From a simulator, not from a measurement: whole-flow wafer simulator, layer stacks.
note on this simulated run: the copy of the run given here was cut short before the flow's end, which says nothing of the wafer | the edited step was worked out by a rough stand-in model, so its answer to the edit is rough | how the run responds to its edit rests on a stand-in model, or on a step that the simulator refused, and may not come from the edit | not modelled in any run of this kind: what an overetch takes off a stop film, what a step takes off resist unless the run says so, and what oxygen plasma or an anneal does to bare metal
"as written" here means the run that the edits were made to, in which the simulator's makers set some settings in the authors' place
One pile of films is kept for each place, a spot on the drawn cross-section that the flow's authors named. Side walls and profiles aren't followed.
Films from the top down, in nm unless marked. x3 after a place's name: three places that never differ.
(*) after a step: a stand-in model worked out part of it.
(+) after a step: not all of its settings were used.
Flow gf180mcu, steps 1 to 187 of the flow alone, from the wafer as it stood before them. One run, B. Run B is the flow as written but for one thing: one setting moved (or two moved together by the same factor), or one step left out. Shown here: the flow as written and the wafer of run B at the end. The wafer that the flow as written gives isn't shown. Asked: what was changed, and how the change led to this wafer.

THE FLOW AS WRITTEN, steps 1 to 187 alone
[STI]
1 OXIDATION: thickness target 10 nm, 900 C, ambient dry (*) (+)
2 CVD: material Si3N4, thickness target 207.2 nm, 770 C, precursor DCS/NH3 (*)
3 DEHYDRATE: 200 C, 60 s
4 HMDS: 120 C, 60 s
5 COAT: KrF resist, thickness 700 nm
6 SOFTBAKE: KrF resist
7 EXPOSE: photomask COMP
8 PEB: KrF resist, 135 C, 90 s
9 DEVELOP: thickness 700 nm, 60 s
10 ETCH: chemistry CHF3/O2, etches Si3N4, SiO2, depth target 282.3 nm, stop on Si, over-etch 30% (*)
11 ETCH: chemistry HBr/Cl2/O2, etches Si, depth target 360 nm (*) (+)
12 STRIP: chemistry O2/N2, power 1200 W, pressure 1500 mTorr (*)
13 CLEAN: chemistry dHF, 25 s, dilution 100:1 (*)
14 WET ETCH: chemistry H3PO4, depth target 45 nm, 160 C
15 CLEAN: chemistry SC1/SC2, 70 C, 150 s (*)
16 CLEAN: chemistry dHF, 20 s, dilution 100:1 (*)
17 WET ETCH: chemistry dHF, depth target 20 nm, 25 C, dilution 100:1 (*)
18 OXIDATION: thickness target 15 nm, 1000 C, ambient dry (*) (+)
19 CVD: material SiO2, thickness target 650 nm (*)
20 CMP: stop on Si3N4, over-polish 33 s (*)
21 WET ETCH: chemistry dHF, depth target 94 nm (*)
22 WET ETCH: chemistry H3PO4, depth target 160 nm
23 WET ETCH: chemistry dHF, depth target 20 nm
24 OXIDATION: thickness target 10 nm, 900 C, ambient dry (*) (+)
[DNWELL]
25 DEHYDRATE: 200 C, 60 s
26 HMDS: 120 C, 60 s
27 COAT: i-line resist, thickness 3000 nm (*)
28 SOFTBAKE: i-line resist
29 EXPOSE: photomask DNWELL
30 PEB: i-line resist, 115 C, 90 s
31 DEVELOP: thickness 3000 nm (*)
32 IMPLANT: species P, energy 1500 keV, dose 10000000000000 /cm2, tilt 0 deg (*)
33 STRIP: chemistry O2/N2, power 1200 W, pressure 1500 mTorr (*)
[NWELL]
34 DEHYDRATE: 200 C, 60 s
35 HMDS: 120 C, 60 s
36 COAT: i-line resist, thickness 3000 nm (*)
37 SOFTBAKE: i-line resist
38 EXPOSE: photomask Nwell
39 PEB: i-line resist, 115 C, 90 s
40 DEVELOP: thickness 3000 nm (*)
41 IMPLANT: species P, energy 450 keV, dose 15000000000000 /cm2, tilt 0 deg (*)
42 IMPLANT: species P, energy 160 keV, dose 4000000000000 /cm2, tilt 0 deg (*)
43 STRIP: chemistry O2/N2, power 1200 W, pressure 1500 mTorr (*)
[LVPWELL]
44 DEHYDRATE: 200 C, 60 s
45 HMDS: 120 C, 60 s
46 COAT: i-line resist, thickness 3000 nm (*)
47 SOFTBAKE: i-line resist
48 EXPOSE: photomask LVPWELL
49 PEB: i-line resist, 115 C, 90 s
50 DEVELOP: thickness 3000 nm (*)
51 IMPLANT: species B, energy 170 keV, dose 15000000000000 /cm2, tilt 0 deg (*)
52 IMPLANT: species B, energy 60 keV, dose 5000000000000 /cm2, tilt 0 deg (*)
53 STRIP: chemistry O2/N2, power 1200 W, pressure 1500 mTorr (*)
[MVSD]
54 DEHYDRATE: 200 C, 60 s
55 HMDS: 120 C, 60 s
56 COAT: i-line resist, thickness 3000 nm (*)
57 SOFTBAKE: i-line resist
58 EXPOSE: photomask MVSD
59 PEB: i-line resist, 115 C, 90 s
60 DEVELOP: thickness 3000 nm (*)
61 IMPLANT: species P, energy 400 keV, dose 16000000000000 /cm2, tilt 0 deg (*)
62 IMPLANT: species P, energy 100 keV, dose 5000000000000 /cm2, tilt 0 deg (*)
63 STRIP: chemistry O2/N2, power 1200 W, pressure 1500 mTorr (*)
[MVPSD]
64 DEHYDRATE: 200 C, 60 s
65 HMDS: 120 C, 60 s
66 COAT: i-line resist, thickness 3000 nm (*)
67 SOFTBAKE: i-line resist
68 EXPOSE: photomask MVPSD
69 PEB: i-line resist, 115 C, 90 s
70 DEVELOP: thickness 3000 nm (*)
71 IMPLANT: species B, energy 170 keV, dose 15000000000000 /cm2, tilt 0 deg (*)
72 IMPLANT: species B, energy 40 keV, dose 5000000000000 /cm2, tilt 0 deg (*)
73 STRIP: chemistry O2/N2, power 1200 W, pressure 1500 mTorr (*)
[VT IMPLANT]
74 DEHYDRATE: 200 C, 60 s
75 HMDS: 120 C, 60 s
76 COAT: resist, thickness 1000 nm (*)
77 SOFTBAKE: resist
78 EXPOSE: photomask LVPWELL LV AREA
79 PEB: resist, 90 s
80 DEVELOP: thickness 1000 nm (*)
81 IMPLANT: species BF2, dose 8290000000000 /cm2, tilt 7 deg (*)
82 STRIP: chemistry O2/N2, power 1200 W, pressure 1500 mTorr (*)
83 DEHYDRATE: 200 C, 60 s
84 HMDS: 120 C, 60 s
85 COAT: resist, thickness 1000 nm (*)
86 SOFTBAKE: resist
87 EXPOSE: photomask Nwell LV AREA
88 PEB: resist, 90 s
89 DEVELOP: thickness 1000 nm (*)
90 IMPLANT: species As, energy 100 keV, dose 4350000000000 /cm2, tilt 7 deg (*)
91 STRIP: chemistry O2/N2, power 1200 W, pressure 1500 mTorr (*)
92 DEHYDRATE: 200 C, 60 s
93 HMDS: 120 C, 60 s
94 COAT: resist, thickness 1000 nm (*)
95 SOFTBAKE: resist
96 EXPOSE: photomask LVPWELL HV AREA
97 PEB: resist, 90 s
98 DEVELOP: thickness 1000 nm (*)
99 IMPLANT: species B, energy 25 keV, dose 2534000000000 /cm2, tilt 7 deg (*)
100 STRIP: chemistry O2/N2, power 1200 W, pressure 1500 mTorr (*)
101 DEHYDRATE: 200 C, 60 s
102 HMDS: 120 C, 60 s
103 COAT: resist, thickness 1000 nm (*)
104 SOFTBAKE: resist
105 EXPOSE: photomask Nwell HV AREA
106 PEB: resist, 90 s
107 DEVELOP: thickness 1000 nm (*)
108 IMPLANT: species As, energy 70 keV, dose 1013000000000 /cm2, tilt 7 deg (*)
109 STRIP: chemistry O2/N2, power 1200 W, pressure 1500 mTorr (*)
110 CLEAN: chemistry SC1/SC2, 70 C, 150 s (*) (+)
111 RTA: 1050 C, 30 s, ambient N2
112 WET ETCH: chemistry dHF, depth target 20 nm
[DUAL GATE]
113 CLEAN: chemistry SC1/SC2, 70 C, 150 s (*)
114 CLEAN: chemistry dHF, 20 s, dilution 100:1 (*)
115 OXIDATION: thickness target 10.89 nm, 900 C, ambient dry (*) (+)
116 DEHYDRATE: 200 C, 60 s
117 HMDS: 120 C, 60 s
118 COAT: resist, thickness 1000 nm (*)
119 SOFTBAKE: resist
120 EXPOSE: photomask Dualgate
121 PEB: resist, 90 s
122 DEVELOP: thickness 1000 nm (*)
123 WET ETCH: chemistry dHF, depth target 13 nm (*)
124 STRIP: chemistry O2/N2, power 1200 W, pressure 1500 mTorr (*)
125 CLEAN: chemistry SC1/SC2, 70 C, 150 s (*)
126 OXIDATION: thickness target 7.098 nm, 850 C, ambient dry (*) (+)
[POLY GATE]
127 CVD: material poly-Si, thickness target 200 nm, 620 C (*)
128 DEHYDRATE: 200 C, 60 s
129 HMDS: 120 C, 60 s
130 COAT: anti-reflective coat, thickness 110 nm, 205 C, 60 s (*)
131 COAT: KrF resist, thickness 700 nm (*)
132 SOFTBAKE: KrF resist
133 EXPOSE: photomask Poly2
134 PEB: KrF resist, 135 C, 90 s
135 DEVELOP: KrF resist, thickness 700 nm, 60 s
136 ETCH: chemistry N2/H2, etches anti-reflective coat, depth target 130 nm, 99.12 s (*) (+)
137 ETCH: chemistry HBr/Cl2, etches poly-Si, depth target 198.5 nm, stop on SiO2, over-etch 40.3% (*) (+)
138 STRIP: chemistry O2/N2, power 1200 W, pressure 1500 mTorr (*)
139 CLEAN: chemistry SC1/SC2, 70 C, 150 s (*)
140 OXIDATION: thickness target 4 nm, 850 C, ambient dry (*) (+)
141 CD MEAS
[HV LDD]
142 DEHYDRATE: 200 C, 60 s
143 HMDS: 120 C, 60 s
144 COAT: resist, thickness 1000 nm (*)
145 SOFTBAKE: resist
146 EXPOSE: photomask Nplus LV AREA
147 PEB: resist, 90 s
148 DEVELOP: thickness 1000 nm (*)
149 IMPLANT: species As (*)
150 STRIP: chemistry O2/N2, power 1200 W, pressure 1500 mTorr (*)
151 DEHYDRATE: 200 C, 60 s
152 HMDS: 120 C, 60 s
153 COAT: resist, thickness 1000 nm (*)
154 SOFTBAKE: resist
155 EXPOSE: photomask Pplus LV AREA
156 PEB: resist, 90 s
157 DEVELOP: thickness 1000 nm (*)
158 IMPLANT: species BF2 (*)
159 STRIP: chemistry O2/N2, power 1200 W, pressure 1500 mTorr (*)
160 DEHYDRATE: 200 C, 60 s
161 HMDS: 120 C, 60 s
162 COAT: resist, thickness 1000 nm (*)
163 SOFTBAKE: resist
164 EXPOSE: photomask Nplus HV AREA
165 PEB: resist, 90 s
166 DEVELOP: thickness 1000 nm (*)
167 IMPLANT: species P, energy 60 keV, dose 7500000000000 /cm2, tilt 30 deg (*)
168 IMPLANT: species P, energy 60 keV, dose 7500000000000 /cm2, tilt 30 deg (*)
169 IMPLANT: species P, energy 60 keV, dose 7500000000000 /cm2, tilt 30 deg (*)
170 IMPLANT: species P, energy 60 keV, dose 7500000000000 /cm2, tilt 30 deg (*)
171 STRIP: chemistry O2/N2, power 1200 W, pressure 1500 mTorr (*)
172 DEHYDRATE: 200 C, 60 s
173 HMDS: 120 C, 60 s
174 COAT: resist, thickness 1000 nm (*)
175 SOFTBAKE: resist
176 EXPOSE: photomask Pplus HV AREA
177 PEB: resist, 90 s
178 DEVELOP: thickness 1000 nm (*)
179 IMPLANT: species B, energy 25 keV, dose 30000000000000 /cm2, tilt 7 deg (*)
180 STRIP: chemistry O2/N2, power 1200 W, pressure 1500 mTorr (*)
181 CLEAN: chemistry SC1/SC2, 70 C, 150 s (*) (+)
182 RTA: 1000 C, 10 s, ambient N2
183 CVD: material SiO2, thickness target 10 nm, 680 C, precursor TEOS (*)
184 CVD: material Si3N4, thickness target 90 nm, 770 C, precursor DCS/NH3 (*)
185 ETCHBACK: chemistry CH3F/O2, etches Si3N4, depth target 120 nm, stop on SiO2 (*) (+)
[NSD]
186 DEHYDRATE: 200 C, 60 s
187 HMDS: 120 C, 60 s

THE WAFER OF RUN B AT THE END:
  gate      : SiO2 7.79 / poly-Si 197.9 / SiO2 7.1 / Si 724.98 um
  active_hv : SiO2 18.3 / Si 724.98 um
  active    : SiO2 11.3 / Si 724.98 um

The cause: step 184, CVD: thickness target 49.5 nm was run, where the flow has thickness target 90 nm.

How the change led to this, step by step:
  184 CVD: material Si3N4, thickness target 90 nm, 770 C, precursor DCS/NH3 (*)
      field, field__w1, field__w2 and 101 more: Si3N4 +49.5 (new film) (as written it would be: Si3N4 +90 (new film))
  185 ETCHBACK: chemistry CH3F/O2, etches Si3N4, depth target 120 nm, stop on SiO2 (*) (+)
      field, field__w1, field__w2 and 100 more: Si3N4 -49.5 (all of it), SiO2 -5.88 (as written it would be: Si3N4 -90 (all of it), SiO2 -2.5)
